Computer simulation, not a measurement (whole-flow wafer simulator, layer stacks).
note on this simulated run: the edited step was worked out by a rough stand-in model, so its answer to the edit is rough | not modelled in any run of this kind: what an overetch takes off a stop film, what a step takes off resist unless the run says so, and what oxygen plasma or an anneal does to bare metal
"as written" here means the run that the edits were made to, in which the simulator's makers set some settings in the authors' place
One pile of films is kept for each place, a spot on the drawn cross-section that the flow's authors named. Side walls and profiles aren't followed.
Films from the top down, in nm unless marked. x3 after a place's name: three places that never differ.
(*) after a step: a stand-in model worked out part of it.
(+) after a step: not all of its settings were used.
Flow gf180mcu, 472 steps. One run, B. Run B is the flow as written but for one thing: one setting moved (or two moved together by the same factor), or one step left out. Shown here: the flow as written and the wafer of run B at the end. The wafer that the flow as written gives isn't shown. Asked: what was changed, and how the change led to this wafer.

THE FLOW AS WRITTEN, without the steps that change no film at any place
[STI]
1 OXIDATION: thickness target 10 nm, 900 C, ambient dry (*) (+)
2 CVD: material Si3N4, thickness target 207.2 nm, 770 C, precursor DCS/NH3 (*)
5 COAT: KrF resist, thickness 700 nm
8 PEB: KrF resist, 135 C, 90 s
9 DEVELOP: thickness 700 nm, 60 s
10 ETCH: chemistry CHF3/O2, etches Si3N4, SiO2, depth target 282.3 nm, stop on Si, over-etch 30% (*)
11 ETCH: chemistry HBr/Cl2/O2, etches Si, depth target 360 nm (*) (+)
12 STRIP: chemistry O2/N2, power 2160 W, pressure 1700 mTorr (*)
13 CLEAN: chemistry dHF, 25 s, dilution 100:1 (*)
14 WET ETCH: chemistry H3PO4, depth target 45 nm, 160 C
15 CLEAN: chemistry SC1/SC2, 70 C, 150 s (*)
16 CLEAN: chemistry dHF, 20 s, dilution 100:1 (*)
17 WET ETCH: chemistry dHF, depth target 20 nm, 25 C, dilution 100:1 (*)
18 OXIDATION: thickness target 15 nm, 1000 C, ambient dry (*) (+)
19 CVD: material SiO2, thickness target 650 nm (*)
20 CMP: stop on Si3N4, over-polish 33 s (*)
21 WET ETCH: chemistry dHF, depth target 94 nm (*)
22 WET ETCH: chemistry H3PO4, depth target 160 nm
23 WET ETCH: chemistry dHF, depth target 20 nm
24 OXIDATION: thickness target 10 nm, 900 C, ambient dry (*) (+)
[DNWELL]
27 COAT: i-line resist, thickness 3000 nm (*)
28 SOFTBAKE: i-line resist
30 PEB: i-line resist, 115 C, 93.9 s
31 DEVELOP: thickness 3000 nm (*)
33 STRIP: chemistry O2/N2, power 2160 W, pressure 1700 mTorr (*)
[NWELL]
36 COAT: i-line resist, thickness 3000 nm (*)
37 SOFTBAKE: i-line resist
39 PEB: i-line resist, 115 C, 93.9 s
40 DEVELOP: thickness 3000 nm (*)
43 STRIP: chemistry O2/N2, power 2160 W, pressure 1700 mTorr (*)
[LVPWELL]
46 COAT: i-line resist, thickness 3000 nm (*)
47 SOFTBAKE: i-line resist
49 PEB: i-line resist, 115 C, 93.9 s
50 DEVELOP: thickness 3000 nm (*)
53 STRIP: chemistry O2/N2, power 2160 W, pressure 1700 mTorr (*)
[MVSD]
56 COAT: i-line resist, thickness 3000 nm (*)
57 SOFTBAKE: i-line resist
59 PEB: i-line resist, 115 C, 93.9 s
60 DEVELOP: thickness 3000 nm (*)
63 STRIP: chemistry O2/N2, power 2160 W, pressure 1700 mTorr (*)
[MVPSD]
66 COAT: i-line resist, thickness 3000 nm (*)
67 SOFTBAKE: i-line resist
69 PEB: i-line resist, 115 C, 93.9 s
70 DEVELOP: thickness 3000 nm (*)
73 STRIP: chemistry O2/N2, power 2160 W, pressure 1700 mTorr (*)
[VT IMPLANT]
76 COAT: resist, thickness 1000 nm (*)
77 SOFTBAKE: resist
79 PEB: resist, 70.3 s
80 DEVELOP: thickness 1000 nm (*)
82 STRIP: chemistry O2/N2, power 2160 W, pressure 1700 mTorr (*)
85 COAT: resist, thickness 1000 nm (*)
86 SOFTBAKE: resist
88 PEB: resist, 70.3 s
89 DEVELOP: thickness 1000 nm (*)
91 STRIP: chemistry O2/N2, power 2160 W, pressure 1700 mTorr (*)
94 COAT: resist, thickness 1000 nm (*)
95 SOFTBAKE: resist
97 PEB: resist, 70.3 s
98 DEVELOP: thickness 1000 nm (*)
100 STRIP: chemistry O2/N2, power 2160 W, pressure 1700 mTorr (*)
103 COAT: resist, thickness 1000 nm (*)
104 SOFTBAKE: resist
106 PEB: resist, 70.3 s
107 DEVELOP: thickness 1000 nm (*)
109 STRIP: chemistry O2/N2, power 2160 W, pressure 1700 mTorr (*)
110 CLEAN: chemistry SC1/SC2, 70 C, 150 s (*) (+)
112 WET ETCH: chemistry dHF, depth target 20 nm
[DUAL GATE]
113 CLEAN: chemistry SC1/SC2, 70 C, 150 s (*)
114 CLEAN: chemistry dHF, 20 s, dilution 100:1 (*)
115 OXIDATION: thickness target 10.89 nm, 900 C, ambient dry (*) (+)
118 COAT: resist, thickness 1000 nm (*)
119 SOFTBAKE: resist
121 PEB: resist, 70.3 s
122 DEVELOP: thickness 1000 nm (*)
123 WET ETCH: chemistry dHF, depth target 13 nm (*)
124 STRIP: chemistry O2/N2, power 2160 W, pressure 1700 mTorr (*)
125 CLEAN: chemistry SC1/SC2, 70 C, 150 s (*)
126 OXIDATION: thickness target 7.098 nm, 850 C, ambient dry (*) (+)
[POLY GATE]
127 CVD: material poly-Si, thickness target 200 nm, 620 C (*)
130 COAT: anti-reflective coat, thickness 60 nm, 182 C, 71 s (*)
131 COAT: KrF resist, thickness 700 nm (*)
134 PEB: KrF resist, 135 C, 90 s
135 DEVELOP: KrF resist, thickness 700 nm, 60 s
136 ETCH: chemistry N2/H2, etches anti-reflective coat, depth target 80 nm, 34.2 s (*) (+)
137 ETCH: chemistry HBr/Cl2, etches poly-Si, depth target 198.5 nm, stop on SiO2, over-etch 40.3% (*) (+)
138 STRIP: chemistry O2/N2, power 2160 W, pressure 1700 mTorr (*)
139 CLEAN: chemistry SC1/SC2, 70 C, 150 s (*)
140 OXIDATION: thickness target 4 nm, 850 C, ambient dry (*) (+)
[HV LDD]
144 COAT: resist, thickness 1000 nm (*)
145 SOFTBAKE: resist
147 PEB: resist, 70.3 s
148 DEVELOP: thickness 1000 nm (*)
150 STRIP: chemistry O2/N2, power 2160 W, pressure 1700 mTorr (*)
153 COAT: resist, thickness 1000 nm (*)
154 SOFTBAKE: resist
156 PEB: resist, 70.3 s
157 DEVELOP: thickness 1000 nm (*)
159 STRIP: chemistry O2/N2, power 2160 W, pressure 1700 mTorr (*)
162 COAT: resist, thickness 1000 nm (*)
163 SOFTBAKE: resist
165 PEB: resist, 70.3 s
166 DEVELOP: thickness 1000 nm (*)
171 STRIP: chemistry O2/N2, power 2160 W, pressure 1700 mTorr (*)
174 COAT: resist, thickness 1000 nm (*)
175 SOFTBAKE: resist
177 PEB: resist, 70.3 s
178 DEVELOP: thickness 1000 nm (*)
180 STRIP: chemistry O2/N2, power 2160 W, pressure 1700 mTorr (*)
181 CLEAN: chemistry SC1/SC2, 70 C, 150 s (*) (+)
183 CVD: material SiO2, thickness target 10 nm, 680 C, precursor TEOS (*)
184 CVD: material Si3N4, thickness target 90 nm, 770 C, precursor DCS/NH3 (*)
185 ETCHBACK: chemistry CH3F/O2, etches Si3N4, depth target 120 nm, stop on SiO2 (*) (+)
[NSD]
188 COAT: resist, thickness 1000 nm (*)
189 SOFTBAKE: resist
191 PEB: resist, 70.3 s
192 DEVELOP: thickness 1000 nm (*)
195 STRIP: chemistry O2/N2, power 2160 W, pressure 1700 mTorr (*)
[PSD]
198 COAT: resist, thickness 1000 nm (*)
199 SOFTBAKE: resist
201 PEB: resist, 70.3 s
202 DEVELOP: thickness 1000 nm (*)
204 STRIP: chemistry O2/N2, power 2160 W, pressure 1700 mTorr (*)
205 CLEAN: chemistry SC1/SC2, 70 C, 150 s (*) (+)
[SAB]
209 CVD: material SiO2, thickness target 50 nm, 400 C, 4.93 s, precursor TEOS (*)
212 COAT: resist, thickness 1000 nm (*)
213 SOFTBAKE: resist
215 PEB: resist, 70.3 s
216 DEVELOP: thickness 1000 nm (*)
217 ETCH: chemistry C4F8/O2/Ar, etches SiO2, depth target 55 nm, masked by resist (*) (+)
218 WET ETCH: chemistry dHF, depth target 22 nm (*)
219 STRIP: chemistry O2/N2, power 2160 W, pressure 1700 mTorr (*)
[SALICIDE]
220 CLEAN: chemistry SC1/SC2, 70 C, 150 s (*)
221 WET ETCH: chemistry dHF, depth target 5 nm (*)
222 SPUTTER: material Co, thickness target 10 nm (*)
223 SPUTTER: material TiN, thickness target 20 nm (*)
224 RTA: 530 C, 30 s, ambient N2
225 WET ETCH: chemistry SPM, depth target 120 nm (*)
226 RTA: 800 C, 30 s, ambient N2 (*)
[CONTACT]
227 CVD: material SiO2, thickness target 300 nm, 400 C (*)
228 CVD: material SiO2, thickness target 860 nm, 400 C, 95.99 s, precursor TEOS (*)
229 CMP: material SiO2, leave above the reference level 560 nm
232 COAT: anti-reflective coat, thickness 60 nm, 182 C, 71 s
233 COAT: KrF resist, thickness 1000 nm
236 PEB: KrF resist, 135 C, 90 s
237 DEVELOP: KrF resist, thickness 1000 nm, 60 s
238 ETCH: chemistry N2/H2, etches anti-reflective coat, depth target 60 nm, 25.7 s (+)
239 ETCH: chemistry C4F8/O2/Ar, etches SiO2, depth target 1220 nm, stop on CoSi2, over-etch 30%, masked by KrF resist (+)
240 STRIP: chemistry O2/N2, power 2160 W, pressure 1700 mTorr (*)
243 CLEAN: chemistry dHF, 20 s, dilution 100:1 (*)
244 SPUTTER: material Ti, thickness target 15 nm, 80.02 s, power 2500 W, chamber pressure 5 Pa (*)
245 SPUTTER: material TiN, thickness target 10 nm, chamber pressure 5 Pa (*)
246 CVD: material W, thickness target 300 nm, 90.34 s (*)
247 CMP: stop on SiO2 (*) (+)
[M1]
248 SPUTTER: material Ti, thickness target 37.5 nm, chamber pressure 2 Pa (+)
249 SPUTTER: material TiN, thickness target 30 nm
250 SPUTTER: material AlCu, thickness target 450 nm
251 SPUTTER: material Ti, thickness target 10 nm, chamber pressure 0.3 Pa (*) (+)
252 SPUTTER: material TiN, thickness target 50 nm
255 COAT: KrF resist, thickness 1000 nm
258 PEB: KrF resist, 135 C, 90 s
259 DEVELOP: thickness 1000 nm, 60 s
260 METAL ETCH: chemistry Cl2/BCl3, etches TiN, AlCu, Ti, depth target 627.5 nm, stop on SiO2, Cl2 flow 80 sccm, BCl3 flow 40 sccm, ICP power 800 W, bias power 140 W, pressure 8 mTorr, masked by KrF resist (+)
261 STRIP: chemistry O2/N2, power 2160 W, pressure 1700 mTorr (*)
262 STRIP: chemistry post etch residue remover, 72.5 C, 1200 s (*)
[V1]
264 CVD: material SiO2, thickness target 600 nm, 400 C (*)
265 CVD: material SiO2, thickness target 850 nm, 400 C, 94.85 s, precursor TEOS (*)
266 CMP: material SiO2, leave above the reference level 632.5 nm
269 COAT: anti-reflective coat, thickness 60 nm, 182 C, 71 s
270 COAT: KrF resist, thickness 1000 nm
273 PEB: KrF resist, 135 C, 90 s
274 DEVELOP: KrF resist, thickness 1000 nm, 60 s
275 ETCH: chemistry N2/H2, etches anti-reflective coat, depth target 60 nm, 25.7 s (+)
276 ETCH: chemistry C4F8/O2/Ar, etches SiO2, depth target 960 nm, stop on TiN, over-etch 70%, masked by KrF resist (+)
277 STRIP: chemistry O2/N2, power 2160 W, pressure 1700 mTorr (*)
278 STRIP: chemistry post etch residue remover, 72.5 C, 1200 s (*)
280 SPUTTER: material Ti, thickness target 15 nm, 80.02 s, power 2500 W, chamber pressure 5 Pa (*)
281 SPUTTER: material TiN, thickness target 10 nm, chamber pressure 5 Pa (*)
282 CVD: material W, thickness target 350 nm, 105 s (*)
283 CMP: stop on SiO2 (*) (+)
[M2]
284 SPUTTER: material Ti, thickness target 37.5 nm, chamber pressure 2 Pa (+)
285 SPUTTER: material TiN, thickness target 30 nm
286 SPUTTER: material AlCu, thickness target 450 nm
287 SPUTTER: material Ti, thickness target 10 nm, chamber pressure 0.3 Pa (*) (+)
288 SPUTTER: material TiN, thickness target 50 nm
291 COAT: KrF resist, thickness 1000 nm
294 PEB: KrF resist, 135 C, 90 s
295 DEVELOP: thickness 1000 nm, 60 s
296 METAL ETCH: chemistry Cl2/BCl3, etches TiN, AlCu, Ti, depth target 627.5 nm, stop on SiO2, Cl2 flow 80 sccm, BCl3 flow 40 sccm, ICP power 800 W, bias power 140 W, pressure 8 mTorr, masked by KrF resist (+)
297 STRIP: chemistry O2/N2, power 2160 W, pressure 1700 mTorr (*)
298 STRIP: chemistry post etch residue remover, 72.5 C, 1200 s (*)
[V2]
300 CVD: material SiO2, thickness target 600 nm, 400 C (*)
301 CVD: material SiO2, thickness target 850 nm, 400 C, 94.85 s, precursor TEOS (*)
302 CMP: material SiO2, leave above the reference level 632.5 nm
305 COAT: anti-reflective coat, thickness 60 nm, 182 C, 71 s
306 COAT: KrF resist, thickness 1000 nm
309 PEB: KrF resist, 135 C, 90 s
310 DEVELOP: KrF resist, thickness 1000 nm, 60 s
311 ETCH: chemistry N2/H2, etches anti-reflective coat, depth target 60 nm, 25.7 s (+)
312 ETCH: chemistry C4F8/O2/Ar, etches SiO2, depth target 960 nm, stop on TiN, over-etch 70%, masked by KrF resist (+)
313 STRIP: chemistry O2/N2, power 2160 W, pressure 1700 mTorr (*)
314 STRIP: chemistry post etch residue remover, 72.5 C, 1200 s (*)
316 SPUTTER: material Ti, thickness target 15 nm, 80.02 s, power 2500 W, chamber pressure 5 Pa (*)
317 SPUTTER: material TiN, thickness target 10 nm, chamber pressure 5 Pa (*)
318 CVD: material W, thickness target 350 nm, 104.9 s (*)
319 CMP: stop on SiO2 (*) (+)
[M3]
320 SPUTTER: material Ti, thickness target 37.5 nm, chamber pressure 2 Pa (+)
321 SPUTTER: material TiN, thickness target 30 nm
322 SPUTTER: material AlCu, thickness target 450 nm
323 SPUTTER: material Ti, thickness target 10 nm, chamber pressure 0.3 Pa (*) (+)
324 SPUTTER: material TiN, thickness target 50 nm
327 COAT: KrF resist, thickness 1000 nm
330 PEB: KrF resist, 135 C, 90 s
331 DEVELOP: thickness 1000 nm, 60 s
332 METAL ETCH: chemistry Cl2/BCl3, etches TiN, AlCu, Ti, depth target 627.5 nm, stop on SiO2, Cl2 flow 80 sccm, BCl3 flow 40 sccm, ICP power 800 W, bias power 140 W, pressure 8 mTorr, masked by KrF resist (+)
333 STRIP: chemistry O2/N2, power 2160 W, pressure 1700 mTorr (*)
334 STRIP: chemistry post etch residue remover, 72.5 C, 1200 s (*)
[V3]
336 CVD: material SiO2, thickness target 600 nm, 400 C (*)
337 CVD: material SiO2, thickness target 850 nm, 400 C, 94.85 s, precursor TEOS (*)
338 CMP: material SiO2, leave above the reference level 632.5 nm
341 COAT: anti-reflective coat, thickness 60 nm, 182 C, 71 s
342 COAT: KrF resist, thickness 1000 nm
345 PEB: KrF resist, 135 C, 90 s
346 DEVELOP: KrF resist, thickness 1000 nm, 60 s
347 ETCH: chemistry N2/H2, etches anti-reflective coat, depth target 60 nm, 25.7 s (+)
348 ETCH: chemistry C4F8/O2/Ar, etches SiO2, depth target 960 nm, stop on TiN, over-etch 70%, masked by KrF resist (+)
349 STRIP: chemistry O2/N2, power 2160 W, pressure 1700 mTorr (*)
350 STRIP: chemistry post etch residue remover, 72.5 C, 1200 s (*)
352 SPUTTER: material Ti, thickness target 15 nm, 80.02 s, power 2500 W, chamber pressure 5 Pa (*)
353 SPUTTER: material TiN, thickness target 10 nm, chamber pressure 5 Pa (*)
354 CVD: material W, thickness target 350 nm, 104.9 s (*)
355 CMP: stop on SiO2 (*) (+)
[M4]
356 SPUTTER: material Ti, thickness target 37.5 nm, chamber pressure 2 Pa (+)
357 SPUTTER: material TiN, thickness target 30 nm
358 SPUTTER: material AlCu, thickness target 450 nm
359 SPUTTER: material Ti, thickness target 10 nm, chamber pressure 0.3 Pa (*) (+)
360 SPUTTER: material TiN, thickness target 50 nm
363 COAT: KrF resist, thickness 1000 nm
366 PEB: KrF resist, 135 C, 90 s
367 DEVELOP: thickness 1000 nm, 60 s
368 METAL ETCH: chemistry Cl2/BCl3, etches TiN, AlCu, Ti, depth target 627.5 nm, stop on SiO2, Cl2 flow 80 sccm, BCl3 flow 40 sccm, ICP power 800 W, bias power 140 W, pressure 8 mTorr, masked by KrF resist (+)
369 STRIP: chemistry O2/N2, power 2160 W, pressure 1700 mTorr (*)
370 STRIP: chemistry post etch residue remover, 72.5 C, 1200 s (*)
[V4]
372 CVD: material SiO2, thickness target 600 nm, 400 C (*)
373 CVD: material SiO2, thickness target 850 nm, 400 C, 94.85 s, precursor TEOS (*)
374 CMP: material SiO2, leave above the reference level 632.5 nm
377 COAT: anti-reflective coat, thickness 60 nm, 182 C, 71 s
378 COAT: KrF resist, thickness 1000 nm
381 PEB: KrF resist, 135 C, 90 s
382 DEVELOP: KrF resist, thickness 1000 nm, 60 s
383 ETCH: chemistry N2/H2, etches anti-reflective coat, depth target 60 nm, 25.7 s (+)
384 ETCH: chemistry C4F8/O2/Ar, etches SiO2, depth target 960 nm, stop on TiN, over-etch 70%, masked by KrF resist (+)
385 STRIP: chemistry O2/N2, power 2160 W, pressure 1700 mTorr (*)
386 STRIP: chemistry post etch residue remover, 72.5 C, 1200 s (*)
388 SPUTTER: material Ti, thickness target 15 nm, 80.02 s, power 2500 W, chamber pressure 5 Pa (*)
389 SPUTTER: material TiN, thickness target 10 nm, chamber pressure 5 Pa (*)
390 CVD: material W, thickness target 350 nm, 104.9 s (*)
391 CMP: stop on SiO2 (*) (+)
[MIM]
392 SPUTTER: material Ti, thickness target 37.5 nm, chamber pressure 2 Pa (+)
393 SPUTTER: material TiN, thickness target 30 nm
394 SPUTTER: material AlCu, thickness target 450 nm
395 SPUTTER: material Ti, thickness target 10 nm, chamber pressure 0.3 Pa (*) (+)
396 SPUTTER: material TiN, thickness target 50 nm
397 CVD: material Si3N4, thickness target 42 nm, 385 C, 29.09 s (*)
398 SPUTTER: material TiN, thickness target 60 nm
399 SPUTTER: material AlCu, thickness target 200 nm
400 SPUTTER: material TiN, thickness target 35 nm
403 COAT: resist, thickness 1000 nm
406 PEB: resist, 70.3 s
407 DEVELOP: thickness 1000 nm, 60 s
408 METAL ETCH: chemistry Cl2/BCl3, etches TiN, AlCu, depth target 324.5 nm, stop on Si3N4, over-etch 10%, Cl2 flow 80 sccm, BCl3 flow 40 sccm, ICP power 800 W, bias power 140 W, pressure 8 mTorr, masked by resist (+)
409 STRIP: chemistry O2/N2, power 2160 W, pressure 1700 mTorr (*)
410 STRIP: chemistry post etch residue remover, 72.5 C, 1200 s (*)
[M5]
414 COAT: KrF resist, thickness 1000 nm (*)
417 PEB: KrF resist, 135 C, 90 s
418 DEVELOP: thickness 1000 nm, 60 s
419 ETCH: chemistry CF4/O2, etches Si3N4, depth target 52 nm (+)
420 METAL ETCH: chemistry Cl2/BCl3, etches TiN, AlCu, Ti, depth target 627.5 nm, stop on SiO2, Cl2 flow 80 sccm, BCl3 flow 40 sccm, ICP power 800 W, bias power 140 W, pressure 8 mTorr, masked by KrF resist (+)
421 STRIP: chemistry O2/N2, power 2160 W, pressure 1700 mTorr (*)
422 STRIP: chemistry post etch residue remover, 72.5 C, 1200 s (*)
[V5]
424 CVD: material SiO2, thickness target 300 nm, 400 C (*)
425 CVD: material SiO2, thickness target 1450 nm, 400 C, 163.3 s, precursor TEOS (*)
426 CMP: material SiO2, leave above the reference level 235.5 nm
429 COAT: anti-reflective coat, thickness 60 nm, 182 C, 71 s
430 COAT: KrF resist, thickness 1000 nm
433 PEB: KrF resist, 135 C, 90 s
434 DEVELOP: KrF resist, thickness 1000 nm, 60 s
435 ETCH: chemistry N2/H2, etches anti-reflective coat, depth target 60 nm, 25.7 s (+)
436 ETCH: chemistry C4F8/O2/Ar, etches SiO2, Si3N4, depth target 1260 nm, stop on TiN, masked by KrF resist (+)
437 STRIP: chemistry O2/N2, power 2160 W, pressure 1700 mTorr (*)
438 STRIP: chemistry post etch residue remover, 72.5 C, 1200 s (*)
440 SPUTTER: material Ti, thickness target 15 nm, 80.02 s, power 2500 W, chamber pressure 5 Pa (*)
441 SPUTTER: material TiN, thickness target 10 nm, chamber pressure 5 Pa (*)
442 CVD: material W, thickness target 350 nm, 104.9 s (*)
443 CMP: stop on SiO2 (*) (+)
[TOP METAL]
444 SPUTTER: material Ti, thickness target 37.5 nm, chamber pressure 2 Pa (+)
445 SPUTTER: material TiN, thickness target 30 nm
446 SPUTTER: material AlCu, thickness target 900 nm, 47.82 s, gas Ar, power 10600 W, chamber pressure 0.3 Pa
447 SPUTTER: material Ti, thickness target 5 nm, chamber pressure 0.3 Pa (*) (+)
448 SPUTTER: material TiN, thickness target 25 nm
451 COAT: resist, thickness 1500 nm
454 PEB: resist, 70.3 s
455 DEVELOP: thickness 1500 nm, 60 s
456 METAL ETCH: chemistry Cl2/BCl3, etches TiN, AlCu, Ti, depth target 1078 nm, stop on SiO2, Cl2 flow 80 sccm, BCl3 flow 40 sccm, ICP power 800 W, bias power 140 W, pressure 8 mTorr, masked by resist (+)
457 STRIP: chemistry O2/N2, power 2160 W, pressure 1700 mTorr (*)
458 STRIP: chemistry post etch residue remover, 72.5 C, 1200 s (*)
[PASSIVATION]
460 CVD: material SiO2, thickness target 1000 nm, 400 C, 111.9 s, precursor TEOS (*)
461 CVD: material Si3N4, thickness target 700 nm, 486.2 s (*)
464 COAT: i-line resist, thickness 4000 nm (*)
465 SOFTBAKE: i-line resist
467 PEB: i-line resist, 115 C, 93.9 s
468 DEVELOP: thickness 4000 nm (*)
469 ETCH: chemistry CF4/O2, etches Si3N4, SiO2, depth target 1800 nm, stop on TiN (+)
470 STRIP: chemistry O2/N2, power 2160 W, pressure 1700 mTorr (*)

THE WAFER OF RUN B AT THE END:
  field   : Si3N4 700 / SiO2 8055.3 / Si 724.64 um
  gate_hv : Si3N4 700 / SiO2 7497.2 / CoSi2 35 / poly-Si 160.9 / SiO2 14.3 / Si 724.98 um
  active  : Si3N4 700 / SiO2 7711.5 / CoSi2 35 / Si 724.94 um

The cause: step 424, CVD: thickness target 128 nm was run, where the flow has thickness target 300 nm.

How the change led to this, step by step:
  424 CVD: material SiO2, thickness target 300 nm, 400 C (*)
      field, field__w1, field__w2 and 101 more: SiO2 +128 (as written it would be: SiO2 +300)
      field__w4, field__w8, contact, m1, m1__w1, mim, mim_1p0, m1_nw: SiO2 +128 (new film) (as written it would be: SiO2 +300 (new film))
  436 ETCH: chemistry C4F8/O2/Ar, etches SiO2, Si3N4, depth target 1260 nm, stop on TiN, masked by KrF resist (+)
      field, field__w1, field__w2 and 108 more: KrF resist -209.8 (as written it would be: KrF resist -252)
      contact: SiO2 -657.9 (all of it), Si3N4 -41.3 (all of it) (as written it would be: SiO2 -829.9 (all of it), Si3N4 -41.3 (all of it))
  437 STRIP: chemistry O2/N2, power 2160 W, pressure 1700 mTorr (*)
      field, field__w1, field__w2 and 108 more: KrF resist -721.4 (all of it), anti-reflective coat -60 (all of it) (as written it would be: KrF resist -679.2 (all of it), anti-reflective coat -60 (all of it))
  440 SPUTTER: material Ti, thickness target 15 nm, 80.02 s, power 2500 W, chamber pressure 5 Pa (*)
      contact: Ti +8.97 (new film) (as written it would be: Ti +8.12 (new film))
  441 SPUTTER: material TiN, thickness target 10 nm, chamber pressure 5 Pa (*)
      contact: TiN +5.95 (new film) (as written it would be: TiN +5.38 (new film))
  442 CVD: material W, thickness target 350 nm, 104.9 s (*)
      contact: W +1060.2 (new film) (as written it would be: W +1233.6 (new film))
